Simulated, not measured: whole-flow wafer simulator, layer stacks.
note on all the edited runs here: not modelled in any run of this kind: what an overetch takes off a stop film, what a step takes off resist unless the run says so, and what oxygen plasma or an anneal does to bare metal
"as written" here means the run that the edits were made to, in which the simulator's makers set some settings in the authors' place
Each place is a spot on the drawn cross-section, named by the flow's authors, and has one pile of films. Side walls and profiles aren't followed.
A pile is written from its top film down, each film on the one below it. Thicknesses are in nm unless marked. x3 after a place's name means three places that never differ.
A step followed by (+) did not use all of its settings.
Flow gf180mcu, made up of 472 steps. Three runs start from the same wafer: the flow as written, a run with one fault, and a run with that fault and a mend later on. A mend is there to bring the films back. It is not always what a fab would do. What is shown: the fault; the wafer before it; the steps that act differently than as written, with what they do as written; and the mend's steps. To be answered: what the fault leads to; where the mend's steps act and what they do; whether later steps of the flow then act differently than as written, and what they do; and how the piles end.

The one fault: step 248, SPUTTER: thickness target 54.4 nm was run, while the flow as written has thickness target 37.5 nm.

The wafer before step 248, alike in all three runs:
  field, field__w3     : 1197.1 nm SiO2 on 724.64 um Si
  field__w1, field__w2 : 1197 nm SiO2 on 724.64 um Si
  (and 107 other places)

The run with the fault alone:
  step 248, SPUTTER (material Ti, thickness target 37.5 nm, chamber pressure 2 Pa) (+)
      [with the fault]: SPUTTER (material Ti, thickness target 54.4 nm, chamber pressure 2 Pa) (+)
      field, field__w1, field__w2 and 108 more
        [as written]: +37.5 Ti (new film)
        [with the fault]: +54.4 Ti (new film)
  Later steps of the flow acting differently than as written:
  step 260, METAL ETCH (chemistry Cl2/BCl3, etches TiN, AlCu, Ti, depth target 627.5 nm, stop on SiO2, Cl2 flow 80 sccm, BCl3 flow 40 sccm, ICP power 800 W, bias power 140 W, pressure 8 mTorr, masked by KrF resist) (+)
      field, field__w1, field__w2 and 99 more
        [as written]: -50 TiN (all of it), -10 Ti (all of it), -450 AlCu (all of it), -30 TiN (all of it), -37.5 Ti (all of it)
        [with the fault]: -50 TiN (all of it), -10 Ti (all of it), -450 AlCu (all of it), -30 TiN (all of it), -54.4 Ti (all of it)
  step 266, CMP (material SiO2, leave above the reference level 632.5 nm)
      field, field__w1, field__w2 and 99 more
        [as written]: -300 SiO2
        [with the fault]: -283.1 SiO2
  The piles end different from the flow's at field__w8, contact, m1 and 6 more by more than 2% or 0.5 nm, whichever is larger.
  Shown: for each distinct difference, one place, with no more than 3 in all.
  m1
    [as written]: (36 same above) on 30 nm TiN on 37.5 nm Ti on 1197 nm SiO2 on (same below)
    [with the fault]: (36 same above) on 30 nm TiN on 54.4 nm Ti on 1197 nm SiO2 on (same below)
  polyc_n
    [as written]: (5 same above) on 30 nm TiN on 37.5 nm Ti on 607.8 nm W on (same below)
    [with the fault]: (5 same above) on 30 nm TiN on 54.4 nm Ti on 607.8 nm W on (same below)
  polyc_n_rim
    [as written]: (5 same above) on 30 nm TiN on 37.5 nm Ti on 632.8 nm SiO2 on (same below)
    [with the fault]: (5 same above) on 30 nm TiN on 54.4 nm Ti on 632.8 nm SiO2 on (same below)

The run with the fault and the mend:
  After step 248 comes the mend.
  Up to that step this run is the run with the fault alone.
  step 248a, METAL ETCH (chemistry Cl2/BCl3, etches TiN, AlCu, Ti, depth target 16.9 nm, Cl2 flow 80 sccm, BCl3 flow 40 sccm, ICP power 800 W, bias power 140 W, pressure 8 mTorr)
      field, field__w1, field__w2 and 108 more
        -16.9 Ti
  Every later step of the flow that is run acts as written at every place that is followed.
  The piles end the same as the flow's at every place that both follow.
